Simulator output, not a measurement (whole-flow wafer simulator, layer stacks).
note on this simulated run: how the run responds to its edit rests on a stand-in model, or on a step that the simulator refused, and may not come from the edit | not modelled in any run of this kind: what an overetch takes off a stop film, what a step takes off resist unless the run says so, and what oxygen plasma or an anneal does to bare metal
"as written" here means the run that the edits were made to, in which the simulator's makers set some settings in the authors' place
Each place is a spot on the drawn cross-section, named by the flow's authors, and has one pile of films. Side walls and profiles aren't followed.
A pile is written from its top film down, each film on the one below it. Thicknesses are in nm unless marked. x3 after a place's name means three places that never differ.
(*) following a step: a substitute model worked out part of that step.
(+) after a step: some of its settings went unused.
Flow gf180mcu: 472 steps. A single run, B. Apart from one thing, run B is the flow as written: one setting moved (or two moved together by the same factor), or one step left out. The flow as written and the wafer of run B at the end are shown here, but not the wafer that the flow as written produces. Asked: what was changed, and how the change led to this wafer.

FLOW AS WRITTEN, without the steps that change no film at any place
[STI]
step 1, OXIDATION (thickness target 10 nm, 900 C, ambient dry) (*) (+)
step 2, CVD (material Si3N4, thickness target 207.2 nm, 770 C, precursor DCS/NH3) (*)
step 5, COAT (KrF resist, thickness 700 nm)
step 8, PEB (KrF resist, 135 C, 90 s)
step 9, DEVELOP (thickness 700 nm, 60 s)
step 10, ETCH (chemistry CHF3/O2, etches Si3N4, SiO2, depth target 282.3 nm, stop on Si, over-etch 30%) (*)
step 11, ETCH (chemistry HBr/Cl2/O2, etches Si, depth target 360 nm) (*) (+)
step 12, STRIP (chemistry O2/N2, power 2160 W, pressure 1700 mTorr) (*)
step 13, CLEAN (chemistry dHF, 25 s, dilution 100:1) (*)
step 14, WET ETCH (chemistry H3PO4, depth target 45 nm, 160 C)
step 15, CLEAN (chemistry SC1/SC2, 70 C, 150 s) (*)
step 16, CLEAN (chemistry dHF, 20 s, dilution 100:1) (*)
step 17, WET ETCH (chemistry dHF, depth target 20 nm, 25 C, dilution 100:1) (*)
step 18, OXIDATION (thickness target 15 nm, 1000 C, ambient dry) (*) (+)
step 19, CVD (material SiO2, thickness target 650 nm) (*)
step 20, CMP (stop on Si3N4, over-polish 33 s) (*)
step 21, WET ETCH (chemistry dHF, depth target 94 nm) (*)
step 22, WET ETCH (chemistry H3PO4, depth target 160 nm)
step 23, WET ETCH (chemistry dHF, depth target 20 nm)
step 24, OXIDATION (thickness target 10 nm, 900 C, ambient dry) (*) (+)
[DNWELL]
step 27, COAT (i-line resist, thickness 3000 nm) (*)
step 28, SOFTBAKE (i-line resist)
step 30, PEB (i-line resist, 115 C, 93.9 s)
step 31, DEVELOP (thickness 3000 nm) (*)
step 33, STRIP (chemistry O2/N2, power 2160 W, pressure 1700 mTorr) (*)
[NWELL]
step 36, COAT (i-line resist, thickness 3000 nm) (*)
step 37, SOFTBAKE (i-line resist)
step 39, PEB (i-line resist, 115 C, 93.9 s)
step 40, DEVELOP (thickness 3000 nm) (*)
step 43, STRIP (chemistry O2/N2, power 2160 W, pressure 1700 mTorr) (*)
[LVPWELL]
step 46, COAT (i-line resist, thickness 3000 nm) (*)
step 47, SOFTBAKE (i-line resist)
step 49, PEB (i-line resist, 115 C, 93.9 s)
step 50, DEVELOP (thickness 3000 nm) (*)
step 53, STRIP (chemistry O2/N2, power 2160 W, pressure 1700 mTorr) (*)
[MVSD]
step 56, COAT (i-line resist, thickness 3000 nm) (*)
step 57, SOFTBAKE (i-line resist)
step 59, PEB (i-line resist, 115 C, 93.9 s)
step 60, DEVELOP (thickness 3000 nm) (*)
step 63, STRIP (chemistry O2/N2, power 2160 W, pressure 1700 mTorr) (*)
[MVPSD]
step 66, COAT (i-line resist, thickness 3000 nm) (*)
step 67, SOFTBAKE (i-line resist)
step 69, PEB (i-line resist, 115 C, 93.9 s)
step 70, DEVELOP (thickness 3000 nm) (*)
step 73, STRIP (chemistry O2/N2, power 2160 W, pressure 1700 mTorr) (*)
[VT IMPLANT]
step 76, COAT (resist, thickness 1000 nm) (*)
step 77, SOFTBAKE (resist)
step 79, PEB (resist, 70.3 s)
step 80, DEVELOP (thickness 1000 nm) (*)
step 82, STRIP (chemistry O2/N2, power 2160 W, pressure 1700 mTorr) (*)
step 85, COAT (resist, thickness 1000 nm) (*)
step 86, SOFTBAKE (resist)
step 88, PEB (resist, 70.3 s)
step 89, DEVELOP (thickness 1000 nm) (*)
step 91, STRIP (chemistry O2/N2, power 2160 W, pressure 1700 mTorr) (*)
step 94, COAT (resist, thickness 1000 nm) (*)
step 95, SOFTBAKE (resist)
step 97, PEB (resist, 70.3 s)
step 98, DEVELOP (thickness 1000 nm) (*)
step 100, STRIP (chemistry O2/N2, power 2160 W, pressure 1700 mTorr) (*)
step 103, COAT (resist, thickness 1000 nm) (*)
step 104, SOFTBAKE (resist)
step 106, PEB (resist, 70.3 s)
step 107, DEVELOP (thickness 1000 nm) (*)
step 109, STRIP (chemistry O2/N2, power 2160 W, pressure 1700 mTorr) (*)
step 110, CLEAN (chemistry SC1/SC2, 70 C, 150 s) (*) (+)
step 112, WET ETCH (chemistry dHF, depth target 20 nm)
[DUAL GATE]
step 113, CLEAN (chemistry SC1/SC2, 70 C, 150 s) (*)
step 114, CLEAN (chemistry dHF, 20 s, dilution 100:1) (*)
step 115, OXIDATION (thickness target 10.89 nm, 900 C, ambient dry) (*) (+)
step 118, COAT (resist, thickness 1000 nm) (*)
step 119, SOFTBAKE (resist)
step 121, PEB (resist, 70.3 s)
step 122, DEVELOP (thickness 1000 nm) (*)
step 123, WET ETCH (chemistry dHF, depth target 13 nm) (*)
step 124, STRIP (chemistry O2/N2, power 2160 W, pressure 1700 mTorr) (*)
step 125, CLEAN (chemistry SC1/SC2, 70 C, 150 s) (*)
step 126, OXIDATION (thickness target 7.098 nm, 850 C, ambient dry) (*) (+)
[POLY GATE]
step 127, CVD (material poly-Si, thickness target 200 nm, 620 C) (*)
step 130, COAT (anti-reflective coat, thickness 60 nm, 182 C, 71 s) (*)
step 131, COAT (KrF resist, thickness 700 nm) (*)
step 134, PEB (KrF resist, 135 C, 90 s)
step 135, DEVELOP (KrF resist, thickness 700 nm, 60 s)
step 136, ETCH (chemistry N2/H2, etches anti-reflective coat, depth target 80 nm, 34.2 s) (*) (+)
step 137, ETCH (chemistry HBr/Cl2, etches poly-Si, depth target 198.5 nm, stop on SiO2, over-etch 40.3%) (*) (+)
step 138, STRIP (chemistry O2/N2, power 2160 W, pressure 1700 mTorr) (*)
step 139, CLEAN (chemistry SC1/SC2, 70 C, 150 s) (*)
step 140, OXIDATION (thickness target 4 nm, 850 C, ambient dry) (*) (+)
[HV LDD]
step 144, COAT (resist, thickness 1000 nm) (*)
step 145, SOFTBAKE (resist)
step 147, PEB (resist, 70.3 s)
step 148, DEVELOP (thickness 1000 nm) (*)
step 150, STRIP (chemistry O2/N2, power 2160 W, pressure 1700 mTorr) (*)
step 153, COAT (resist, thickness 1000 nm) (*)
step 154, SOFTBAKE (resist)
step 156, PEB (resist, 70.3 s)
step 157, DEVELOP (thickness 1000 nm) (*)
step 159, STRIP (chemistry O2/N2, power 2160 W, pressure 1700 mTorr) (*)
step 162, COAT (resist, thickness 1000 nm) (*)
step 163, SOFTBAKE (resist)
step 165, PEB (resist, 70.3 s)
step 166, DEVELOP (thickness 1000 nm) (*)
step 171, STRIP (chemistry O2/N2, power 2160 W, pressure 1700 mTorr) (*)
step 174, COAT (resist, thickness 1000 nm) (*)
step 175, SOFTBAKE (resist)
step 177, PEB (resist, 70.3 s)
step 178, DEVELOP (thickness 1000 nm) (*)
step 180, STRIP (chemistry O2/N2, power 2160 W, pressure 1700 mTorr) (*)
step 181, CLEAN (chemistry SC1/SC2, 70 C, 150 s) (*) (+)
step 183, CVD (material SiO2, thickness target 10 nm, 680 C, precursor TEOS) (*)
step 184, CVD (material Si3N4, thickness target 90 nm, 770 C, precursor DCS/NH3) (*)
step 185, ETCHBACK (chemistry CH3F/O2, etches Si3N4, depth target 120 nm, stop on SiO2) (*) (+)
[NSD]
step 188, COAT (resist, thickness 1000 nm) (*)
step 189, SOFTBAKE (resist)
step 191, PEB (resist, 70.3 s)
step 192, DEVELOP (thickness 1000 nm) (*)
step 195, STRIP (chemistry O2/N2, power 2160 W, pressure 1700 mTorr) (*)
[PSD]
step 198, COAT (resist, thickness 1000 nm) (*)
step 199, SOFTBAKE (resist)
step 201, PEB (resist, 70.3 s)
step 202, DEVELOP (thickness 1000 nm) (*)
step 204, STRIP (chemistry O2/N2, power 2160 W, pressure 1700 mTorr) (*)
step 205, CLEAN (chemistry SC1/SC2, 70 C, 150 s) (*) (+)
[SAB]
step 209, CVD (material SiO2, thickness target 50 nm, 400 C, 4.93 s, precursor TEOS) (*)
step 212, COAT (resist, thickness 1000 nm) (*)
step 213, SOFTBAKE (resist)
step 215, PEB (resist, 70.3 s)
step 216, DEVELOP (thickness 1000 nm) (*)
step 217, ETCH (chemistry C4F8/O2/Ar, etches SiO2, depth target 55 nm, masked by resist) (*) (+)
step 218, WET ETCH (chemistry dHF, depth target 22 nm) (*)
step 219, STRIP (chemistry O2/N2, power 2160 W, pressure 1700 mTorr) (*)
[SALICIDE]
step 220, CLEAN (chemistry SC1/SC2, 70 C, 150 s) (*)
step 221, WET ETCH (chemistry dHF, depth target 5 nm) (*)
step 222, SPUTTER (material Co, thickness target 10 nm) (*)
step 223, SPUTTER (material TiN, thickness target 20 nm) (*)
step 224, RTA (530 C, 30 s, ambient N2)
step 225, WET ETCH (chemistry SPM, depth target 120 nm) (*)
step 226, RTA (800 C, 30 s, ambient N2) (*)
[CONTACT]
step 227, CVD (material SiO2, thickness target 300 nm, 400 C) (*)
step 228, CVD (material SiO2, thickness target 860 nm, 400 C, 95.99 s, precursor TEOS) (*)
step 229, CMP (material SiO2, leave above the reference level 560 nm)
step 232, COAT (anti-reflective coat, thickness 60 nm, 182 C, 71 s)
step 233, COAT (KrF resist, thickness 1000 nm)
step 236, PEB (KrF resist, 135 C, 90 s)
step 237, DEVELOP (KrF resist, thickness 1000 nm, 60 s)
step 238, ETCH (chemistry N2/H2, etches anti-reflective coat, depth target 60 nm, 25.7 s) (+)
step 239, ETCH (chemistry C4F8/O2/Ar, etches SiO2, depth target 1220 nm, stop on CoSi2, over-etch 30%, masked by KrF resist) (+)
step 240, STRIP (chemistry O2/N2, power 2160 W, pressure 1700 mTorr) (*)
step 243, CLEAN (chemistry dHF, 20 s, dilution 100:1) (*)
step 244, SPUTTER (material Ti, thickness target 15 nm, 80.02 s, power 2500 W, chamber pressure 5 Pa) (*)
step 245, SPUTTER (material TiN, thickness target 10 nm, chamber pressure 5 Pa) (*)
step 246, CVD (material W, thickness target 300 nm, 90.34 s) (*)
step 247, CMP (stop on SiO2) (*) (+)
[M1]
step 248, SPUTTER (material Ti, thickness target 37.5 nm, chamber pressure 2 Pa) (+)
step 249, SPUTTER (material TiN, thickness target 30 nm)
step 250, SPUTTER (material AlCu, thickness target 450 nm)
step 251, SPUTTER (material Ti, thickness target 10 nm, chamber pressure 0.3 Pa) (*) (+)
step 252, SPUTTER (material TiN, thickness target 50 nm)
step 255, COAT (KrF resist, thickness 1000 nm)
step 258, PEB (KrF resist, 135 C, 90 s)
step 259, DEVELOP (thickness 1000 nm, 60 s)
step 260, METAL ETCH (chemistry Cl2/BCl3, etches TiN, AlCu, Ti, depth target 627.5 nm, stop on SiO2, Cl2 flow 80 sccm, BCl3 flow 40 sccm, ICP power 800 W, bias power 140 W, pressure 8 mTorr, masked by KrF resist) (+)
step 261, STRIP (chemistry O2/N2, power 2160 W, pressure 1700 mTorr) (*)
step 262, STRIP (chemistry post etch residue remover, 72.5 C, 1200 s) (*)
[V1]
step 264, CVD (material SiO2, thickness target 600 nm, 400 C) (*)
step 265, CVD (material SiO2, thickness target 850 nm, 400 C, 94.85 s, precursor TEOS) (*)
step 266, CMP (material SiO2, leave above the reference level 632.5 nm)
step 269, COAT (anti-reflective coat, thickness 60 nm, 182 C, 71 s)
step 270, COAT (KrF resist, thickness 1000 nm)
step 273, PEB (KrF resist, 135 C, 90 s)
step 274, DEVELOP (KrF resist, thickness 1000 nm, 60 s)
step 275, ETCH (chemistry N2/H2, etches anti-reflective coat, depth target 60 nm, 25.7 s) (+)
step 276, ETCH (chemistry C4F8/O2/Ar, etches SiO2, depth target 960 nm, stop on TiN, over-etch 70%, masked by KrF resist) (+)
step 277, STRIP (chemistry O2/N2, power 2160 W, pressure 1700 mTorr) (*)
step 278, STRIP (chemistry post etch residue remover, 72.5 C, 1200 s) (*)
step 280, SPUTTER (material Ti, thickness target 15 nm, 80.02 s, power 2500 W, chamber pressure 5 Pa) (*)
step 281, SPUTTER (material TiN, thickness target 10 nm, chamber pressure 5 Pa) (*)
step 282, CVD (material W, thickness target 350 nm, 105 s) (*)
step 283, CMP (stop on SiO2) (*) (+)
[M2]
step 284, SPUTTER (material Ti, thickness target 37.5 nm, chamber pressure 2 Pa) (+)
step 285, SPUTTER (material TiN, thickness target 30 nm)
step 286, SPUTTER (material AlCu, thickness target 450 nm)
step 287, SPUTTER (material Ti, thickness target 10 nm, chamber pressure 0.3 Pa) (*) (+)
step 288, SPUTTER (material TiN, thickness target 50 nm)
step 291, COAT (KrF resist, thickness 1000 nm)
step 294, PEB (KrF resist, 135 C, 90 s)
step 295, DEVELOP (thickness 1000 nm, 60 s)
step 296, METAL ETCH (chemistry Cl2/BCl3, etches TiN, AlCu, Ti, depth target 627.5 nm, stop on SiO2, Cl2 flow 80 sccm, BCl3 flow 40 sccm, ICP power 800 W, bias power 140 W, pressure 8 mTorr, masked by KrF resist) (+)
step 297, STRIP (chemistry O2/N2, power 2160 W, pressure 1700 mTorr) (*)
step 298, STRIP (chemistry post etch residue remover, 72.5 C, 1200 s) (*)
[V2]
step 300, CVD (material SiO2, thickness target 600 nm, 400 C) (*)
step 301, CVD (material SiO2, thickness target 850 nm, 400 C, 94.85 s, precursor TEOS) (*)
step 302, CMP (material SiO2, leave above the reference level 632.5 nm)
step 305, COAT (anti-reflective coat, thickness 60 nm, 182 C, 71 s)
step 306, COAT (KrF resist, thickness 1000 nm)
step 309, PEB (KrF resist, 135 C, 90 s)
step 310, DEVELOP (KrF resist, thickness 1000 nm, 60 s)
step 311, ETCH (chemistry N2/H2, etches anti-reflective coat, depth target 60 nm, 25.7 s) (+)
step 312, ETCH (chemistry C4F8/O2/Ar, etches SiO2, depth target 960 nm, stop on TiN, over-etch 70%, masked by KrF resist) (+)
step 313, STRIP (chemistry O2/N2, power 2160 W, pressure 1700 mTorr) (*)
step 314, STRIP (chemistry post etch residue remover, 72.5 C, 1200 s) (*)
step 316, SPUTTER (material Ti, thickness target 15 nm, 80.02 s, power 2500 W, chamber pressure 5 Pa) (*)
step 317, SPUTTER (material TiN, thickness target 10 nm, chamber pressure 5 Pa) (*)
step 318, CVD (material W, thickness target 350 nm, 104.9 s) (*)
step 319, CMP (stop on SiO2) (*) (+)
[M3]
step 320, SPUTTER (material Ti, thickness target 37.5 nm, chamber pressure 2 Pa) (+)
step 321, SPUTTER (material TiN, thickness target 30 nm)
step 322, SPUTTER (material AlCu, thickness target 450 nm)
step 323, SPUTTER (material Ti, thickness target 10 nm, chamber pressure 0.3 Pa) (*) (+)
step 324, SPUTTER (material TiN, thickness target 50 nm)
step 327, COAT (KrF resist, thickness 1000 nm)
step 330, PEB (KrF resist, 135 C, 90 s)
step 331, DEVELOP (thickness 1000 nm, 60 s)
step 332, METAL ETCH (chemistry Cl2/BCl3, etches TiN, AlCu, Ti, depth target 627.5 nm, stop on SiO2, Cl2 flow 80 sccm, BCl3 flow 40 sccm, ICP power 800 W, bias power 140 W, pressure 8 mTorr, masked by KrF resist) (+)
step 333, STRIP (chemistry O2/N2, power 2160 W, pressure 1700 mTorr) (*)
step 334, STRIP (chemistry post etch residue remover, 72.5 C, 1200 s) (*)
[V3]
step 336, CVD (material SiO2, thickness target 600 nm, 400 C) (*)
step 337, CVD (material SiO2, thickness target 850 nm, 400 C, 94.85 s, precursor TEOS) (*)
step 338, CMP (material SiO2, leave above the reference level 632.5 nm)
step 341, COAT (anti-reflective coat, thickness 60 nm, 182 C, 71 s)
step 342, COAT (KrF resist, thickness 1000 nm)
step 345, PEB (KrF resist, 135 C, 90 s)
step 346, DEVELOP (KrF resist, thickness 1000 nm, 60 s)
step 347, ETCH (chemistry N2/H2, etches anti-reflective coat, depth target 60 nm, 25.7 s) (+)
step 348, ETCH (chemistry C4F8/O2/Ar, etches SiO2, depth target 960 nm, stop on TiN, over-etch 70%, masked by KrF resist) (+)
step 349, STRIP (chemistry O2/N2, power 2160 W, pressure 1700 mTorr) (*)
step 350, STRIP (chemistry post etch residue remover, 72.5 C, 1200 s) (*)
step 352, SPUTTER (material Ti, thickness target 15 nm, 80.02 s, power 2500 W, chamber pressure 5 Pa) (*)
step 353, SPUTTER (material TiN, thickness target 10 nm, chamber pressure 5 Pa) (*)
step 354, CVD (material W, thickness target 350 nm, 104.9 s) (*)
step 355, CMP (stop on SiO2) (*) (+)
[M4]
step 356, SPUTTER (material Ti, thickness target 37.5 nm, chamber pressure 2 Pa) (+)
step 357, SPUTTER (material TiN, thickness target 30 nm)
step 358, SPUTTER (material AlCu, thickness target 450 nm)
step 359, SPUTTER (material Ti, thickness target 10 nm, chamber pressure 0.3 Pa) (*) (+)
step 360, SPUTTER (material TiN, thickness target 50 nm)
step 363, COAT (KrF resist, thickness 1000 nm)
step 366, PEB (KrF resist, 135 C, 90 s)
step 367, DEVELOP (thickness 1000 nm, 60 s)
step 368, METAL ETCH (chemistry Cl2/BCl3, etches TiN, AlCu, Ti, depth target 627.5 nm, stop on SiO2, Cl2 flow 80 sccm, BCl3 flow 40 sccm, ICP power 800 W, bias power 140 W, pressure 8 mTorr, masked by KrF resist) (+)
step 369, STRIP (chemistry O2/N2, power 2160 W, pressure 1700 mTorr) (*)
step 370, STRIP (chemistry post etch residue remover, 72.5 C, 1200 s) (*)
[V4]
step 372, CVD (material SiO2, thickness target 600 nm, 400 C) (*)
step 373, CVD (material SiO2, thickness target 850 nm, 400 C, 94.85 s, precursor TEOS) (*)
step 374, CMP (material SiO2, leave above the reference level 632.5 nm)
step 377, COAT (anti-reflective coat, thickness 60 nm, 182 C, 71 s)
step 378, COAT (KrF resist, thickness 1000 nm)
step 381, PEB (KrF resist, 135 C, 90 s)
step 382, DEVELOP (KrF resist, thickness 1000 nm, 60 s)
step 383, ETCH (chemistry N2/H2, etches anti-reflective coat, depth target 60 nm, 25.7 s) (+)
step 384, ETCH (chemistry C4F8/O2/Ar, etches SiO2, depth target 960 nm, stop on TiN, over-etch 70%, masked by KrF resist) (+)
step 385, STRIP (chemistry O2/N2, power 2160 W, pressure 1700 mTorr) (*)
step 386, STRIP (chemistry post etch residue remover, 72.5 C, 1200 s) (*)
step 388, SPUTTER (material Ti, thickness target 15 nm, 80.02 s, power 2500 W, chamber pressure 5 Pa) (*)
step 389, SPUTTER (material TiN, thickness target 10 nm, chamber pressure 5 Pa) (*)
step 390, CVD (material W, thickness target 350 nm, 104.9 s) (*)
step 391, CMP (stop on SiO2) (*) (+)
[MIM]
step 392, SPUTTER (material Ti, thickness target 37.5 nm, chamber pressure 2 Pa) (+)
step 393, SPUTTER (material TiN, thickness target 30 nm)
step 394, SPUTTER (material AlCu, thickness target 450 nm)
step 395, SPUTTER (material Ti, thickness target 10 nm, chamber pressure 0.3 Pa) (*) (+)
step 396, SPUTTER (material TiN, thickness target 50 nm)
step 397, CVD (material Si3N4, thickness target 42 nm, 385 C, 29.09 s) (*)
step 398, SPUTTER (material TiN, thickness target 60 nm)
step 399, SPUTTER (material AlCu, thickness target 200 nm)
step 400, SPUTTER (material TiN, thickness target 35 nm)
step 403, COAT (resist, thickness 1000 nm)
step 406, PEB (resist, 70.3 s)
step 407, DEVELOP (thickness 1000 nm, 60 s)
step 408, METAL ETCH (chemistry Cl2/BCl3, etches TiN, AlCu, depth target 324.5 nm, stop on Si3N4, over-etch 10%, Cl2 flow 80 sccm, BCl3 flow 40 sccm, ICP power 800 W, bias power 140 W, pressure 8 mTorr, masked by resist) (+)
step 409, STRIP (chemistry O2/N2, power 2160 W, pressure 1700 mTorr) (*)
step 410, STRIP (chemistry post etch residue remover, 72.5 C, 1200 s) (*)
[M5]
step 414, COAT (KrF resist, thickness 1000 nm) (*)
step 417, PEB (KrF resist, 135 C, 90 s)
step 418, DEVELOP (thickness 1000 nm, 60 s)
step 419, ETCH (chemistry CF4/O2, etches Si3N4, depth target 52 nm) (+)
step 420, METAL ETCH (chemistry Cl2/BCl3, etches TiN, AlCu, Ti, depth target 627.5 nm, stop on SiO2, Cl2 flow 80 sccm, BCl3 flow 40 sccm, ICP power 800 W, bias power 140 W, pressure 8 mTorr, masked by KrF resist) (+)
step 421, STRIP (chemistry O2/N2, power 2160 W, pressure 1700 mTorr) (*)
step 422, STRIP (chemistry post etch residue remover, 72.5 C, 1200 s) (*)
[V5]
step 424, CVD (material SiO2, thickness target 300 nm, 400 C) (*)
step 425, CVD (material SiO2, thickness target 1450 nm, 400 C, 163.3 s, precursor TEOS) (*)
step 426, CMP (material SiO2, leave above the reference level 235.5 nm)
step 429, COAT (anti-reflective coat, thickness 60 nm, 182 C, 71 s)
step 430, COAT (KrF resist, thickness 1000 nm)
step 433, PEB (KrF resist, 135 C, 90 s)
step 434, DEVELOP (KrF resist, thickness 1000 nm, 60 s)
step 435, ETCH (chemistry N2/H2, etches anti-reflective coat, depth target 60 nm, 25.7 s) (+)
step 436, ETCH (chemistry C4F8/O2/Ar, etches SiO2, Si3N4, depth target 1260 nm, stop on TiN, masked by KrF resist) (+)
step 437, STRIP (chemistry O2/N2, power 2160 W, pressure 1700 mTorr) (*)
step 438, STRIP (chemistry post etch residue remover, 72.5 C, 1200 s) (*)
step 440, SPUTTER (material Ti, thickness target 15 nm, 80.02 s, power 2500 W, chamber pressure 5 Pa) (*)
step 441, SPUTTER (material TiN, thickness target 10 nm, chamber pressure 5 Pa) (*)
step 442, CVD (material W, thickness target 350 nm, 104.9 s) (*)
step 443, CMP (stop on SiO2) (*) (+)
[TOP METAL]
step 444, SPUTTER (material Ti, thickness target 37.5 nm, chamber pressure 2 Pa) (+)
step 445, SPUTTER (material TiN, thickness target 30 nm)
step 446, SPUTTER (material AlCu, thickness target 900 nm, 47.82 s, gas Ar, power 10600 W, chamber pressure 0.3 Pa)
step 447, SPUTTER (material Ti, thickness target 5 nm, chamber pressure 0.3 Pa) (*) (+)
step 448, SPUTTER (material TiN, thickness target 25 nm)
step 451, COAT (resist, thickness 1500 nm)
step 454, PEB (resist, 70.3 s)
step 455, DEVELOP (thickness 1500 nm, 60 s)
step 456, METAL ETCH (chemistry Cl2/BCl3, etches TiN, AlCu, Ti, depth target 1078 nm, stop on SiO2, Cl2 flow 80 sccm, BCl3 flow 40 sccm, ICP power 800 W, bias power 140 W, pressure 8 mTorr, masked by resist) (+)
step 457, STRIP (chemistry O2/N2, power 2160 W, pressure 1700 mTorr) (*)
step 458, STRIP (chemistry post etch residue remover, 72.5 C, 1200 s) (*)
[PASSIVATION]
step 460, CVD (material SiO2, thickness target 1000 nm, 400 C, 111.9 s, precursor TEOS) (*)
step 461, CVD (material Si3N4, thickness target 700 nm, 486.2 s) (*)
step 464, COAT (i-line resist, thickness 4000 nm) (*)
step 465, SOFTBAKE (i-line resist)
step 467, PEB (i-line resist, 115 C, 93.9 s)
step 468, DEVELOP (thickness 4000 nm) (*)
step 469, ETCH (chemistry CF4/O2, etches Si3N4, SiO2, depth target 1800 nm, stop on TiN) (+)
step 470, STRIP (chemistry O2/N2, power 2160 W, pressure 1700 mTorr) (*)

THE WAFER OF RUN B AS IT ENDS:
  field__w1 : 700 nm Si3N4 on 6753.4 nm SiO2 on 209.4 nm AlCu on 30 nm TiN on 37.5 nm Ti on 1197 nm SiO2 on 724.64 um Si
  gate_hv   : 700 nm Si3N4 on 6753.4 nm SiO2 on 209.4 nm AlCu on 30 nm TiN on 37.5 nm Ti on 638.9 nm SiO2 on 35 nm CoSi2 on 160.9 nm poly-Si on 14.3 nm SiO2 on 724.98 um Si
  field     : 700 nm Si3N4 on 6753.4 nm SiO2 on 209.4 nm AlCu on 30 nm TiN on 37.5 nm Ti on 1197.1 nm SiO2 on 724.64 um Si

Cause: step 260, METAL ETCH: depth target 294.9 nm was run, whereas the flow has depth target 627.5 nm.

The path from the change to this, step by step:
  step 260, METAL ETCH (chemistry Cl2/BCl3, etches TiN, AlCu, Ti, depth target 627.5 nm, stop on SiO2, Cl2 flow 80 sccm, BCl3 flow 40 sccm, ICP power 800 W, bias power 140 W, pressure 8 mTorr, masked by KrF resist) (+)
      field, field__w1, field__w2 and 99 more: TiN loses 50 (all of it), Ti loses 10 (all of it), AlCu loses 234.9 (as written it would have been: TiN loses 50 (all of it), Ti loses 10 (all of it), AlCu loses 450 (all of it), TiN loses 30 (all of it), Ti loses 37.5 (all of it))
      field__w8, contact, m1 and 6 more: KrF resist loses 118 (as written it would have been: KrF resist loses 251)
  step 261, STRIP (chemistry O2/N2, power 2160 W, pressure 1700 mTorr) (*)
      field__w8, contact, m1 and 6 more: KrF resist loses 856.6 (all of it) (as written it would have been: KrF resist loses 723.5 (all of it))
  step 262, STRIP (chemistry post etch residue remover, 72.5 C, 1200 s) (*)
      field, field__w1, field__w2 and 99 more: AlCu loses 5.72 (as written it would have been: nothing)
  step 264, CVD (material SiO2, thickness target 600 nm, 400 C) (*)
      field, field__w1, field__w2 and 99 more: SiO2 gains 600 (new film) (as written it would have been: SiO2 gains 600)
  step 266, CMP (material SiO2, leave above the reference level 632.5 nm)
      field, field__w1, field__w2 and 99 more: SiO2 loses 576.9 (as written it would have been: SiO2 loses 300)
If metal films that touch count as one body, field__w1 has 1 body; the flow as written gives 0 bodies.
If metal films that touch count as one body, gate_hv has 2 bodies (between them, from the top down: SiO2 638.9); the flow as written gives 1 body.
If metal films that touch count as one body, field has 1 body; the flow as written gives 0 bodies.
